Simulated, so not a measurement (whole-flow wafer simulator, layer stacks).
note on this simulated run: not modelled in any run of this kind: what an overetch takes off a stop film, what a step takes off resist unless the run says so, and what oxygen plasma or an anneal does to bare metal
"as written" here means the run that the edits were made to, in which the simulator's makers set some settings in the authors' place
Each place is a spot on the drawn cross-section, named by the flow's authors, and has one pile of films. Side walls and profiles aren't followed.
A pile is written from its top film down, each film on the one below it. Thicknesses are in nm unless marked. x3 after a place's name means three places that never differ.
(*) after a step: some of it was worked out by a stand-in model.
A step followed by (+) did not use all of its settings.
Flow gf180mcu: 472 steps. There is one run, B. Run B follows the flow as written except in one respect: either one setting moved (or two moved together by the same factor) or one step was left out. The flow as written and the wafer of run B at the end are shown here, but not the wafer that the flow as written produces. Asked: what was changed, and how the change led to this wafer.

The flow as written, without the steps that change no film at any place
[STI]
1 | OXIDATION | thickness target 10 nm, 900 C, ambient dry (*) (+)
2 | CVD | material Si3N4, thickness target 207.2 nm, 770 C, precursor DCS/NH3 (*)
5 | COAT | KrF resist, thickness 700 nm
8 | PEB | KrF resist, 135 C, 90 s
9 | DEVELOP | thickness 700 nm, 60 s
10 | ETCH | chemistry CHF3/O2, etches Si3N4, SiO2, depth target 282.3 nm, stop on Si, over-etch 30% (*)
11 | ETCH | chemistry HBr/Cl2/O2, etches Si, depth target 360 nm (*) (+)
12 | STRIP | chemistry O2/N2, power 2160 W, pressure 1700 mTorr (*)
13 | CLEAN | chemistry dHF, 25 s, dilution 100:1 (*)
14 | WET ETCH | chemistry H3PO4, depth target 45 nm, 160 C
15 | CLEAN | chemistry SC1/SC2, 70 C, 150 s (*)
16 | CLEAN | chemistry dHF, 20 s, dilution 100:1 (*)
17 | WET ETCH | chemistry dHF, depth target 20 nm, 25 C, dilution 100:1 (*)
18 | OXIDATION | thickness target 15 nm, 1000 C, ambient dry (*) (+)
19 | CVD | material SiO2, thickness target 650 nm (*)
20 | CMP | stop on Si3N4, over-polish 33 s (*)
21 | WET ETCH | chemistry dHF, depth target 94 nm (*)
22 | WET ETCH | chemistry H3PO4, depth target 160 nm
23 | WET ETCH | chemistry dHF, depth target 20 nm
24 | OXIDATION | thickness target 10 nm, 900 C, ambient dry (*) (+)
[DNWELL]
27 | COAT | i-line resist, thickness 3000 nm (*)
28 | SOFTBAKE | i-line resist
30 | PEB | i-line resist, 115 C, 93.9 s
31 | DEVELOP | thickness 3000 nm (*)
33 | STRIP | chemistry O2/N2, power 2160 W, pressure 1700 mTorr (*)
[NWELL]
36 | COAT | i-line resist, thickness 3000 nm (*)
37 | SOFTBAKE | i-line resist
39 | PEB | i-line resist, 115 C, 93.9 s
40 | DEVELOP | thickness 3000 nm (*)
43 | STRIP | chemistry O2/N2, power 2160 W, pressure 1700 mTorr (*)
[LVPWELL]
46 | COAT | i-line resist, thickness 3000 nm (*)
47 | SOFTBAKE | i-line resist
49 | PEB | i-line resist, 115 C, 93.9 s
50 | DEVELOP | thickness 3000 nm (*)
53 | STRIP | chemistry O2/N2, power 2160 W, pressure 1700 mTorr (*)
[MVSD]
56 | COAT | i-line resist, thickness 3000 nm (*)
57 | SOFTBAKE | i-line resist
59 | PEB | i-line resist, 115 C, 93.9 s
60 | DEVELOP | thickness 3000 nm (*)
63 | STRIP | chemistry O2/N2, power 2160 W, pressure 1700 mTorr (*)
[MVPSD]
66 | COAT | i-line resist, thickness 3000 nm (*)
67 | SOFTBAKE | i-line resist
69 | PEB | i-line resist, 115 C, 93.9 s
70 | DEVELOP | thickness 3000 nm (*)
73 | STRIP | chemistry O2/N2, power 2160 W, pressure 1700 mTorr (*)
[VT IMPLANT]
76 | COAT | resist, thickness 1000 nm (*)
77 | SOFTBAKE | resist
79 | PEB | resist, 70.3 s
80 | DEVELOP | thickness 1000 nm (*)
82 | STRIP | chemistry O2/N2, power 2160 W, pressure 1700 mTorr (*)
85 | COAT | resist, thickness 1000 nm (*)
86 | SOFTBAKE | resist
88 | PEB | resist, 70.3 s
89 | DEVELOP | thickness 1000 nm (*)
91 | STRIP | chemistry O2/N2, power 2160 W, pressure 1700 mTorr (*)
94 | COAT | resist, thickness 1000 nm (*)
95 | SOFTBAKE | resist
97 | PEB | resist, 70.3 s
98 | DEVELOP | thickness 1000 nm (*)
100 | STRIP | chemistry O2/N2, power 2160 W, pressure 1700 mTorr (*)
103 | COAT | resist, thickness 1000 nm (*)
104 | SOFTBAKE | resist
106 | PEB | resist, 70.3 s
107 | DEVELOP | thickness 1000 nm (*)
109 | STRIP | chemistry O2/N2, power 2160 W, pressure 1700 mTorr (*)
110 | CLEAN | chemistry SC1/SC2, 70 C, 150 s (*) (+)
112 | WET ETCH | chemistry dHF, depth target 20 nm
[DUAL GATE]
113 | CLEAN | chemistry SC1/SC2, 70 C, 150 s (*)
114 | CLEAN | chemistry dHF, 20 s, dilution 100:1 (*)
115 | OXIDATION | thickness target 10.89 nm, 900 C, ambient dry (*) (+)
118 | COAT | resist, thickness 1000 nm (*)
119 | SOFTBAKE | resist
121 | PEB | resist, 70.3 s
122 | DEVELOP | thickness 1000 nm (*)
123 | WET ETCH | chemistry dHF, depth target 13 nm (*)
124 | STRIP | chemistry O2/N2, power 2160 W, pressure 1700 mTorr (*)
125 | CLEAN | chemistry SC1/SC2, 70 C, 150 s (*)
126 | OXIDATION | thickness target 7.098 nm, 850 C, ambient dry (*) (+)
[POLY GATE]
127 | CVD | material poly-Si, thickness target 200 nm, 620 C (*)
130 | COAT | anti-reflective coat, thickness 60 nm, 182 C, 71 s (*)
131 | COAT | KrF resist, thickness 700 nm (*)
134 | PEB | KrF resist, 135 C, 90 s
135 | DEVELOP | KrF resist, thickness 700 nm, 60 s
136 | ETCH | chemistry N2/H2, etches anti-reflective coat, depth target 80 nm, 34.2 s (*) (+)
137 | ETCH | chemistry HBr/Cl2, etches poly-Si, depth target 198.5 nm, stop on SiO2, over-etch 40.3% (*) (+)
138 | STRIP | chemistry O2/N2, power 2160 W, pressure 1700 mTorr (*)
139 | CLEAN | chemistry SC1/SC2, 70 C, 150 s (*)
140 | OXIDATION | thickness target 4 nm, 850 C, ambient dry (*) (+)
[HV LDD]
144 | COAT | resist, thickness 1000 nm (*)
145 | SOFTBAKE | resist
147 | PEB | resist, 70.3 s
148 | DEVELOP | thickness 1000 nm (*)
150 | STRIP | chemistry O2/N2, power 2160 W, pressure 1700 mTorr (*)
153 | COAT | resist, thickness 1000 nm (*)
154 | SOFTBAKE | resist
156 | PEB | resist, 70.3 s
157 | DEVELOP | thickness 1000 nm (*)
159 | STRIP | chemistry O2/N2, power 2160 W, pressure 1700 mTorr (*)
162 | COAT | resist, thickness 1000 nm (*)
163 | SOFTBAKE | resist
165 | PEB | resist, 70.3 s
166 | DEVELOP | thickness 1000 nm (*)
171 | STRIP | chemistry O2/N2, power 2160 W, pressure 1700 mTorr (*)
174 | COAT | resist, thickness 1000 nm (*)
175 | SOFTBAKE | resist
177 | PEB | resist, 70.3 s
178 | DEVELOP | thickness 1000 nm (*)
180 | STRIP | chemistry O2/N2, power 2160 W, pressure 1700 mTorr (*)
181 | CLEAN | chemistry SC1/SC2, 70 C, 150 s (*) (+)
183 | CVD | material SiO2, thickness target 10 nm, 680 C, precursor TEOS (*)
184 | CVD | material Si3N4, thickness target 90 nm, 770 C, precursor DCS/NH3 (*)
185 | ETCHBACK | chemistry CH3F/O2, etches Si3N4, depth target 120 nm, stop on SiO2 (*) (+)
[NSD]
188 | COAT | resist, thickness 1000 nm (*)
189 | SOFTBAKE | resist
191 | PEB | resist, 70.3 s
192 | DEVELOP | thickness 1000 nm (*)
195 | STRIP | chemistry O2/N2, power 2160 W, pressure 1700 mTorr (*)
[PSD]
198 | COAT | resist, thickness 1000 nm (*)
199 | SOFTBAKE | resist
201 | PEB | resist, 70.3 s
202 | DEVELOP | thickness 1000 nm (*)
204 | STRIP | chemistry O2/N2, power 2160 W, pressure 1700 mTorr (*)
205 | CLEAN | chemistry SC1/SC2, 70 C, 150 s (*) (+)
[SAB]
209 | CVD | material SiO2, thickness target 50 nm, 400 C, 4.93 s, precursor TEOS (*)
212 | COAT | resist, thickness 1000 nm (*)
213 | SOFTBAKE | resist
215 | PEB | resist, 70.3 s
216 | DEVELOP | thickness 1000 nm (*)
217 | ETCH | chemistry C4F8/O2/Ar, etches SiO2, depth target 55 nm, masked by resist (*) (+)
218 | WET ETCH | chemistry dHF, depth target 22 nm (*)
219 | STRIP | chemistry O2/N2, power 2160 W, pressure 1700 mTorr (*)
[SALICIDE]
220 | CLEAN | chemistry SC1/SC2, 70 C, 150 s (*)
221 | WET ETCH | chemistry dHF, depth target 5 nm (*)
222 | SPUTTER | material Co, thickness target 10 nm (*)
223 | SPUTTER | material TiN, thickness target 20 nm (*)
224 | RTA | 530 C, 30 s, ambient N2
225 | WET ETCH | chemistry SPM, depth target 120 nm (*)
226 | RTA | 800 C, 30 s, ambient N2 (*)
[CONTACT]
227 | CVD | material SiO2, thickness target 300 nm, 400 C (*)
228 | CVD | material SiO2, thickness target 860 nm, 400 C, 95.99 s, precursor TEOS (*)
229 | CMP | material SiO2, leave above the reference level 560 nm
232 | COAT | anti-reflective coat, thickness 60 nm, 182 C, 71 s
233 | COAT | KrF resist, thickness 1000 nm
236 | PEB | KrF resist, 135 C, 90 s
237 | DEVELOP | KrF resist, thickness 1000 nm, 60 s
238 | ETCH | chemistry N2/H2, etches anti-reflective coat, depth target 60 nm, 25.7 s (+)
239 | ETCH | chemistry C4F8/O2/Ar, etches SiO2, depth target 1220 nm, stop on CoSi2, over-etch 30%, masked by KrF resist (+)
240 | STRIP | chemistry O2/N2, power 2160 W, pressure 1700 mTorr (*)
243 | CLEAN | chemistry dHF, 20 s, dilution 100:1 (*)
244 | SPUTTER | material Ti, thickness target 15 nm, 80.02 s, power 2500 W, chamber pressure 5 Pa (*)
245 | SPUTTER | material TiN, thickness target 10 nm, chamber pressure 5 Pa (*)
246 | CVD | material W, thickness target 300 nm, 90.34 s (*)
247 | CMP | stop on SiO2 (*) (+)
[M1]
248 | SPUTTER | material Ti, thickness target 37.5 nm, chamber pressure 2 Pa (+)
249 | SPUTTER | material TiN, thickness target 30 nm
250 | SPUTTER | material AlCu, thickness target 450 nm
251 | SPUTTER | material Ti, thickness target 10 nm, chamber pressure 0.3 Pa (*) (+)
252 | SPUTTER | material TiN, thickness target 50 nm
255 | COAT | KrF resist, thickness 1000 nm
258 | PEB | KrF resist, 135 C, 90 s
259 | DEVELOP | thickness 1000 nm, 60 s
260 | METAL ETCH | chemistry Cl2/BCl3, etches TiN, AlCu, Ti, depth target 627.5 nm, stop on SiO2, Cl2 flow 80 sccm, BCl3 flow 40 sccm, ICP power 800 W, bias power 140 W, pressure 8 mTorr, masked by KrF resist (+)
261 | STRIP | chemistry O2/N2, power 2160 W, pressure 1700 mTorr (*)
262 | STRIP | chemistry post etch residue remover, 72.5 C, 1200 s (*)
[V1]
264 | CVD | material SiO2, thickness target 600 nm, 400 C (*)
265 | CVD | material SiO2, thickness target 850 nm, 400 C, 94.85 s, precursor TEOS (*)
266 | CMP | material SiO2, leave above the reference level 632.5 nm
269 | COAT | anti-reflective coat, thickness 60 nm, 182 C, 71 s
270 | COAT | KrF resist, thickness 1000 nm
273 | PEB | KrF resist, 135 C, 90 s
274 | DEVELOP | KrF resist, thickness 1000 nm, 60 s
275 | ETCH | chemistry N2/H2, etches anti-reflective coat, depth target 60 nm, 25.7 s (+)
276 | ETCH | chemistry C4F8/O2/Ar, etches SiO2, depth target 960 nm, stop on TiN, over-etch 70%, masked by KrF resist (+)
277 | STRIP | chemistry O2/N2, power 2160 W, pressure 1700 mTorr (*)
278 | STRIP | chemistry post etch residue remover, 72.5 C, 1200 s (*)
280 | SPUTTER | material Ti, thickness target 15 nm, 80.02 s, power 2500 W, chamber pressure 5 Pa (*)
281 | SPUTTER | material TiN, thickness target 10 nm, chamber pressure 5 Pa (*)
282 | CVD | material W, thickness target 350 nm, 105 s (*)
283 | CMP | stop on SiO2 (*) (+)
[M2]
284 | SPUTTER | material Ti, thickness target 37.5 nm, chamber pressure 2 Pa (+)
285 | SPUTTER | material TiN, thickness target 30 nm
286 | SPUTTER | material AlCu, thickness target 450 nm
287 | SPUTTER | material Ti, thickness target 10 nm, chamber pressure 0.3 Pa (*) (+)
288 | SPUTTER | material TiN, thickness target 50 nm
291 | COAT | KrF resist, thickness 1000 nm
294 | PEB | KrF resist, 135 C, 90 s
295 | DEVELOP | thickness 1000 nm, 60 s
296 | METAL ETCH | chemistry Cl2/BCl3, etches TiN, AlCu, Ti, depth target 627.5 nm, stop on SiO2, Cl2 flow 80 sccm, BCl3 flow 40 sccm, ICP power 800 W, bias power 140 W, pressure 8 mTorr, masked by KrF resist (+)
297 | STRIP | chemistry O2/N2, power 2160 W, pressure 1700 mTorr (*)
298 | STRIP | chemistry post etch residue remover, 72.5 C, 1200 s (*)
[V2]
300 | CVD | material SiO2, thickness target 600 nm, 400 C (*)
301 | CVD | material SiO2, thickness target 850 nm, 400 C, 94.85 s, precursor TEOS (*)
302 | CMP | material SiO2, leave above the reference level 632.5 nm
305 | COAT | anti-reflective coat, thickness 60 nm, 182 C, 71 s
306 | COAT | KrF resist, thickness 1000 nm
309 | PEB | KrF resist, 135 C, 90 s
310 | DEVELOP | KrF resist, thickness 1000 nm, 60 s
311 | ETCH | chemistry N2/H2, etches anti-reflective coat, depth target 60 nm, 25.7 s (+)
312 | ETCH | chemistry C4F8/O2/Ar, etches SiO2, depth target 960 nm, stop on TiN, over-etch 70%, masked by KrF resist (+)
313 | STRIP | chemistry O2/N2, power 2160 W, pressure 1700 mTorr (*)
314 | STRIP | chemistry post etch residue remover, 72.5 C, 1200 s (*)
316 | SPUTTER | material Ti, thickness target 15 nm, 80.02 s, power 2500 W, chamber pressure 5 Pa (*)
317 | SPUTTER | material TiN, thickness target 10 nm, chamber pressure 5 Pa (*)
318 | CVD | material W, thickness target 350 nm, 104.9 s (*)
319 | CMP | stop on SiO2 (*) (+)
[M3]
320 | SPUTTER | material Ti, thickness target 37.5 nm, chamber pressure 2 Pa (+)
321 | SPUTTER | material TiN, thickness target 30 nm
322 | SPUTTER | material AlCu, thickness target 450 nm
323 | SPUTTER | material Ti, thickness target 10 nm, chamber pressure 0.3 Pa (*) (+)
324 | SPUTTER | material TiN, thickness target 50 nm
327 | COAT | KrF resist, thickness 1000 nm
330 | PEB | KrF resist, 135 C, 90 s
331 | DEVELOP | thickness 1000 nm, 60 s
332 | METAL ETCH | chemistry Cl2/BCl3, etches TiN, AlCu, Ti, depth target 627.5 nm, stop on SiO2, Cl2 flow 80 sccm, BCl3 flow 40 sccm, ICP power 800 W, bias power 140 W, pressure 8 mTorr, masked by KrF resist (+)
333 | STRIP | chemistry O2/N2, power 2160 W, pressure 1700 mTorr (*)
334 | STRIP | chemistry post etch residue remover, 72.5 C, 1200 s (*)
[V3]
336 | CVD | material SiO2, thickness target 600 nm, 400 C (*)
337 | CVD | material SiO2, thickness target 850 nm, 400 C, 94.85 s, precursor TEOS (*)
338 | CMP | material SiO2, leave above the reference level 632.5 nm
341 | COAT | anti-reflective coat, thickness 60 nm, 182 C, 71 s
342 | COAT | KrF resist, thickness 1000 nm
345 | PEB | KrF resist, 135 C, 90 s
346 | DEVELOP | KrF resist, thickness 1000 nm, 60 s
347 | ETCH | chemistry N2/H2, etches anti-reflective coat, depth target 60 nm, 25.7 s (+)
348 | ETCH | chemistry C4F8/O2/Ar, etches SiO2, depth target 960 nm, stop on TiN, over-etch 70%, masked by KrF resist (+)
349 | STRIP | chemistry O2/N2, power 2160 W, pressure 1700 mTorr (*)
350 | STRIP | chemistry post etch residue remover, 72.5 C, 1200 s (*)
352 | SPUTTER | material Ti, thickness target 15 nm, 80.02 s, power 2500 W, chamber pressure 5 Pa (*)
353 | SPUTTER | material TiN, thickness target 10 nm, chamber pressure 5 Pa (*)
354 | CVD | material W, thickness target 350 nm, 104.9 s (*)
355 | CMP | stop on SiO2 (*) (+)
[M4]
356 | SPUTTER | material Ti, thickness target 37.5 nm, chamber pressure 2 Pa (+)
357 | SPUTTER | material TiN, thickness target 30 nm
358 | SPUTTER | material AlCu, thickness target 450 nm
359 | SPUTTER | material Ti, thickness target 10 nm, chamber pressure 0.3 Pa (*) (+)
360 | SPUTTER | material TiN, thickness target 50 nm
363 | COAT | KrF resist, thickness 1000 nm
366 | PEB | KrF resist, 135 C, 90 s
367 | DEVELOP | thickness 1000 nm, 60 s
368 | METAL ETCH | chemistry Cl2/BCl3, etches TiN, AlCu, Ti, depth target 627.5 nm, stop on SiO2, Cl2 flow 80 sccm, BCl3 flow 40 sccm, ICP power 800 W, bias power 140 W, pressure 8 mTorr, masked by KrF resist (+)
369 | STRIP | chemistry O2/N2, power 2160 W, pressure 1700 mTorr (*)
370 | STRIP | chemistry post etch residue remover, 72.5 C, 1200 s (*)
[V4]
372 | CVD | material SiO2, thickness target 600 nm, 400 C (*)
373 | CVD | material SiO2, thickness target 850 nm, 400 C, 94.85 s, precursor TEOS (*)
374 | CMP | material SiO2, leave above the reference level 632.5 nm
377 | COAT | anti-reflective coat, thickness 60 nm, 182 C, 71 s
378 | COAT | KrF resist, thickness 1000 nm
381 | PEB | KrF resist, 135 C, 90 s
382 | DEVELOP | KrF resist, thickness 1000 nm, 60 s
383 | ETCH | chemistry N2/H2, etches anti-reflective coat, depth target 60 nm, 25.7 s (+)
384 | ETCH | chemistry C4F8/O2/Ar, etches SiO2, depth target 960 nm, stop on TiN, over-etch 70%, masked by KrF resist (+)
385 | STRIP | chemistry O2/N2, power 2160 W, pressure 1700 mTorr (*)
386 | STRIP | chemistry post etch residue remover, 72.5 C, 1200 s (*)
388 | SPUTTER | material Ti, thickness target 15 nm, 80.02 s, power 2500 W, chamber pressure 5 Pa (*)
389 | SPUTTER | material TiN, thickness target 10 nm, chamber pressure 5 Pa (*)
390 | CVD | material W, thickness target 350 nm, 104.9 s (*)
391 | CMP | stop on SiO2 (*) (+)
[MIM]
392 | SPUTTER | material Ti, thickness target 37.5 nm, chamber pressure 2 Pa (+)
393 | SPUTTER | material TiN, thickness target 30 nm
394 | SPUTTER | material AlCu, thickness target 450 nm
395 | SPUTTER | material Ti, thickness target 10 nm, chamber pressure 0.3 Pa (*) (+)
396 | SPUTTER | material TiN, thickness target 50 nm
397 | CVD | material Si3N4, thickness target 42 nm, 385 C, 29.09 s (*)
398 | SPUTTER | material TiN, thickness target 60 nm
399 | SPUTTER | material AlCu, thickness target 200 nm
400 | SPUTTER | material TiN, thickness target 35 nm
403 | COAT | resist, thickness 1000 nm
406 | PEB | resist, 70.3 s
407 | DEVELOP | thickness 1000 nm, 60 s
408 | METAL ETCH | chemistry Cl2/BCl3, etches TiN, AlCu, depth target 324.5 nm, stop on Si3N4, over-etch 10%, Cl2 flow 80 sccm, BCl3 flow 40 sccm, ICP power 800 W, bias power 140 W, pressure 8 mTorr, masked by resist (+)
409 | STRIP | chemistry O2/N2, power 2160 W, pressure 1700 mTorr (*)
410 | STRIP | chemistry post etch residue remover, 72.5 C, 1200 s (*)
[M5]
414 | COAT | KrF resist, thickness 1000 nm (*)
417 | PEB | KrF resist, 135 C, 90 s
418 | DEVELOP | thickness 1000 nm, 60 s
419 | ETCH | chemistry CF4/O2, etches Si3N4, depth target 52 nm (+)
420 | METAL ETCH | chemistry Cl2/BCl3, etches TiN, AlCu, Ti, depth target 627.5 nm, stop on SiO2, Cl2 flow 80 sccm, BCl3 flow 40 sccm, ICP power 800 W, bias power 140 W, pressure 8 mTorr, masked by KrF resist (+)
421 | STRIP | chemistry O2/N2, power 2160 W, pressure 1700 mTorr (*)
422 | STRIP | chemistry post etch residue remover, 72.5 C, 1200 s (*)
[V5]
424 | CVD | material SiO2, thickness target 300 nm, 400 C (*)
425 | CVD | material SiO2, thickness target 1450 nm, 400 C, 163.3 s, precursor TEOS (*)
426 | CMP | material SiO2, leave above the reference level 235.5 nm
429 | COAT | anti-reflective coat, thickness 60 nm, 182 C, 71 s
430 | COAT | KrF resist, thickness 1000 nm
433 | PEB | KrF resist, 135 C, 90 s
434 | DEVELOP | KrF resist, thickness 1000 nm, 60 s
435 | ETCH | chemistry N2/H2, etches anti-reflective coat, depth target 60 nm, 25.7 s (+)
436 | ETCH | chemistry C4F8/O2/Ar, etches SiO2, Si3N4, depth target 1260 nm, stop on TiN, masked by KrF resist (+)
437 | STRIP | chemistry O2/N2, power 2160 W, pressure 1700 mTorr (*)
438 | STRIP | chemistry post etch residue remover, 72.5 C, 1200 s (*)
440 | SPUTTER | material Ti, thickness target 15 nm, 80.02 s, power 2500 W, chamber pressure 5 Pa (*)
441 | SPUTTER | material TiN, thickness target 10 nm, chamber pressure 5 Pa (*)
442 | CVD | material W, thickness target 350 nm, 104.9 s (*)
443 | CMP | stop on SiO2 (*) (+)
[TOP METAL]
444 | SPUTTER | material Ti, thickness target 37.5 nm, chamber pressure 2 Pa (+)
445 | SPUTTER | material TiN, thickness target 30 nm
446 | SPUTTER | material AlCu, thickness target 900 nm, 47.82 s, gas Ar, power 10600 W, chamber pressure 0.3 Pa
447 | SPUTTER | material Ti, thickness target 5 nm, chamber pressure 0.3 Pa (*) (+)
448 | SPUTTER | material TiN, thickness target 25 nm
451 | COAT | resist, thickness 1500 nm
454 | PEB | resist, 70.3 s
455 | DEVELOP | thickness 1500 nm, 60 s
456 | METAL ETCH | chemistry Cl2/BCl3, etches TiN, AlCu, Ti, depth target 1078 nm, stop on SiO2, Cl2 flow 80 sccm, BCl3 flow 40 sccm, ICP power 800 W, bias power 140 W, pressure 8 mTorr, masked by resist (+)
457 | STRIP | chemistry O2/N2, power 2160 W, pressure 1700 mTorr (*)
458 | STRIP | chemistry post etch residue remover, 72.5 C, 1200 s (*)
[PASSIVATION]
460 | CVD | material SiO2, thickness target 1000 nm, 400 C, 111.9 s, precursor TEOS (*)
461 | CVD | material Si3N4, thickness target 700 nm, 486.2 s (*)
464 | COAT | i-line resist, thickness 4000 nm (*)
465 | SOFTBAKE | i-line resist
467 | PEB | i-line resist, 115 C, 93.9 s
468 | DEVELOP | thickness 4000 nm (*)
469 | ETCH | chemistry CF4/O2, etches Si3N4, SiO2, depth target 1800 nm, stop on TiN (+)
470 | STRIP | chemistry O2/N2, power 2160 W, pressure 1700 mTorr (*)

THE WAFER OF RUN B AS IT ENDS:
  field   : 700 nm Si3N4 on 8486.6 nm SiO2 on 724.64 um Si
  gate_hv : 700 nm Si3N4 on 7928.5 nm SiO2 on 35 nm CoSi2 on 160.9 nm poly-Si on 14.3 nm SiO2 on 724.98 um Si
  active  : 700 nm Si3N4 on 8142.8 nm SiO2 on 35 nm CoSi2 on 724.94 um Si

The reason: step 302, CMP: leave above the reference level 891.8 nm was run, whereas the flow has leave above the reference level 632.5 nm.

How this came from the change, step by step:
  302 | CMP | material SiO2, leave above the reference level 632.5 nm
      field, field__w1, field__w2 and 103 more: -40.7 SiO2 (as written it would have been: -300 SiO2)
      field__w8, contact, m1, m1__w1, m1_nw: -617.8 SiO2 (as written it would have been: -877.1 SiO2)
  312 | ETCH | chemistry C4F8/O2/Ar, etches SiO2, depth target 960 nm, stop on TiN, over-etch 70%, masked by KrF resist (+)
      contact: -831.8 SiO2 (all of it) (as written it would have been: -572.5 SiO2 (all of it))
  316 | SPUTTER | material Ti, thickness target 15 nm, 80.02 s, power 2500 W, chamber pressure 5 Pa (*)
      contact: +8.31 Ti (new film) (as written it would have been: +9.65 Ti (new film))
  317 | SPUTTER | material TiN, thickness target 10 nm, chamber pressure 5 Pa (*)
      contact: +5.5 TiN (new film) (as written it would have been: +6.4 TiN (new film))
  318 | CVD | material W, thickness target 350 nm, 104.9 s (*)
      contact: +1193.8 W (new film) (as written it would have been: +932.3 W (new film))
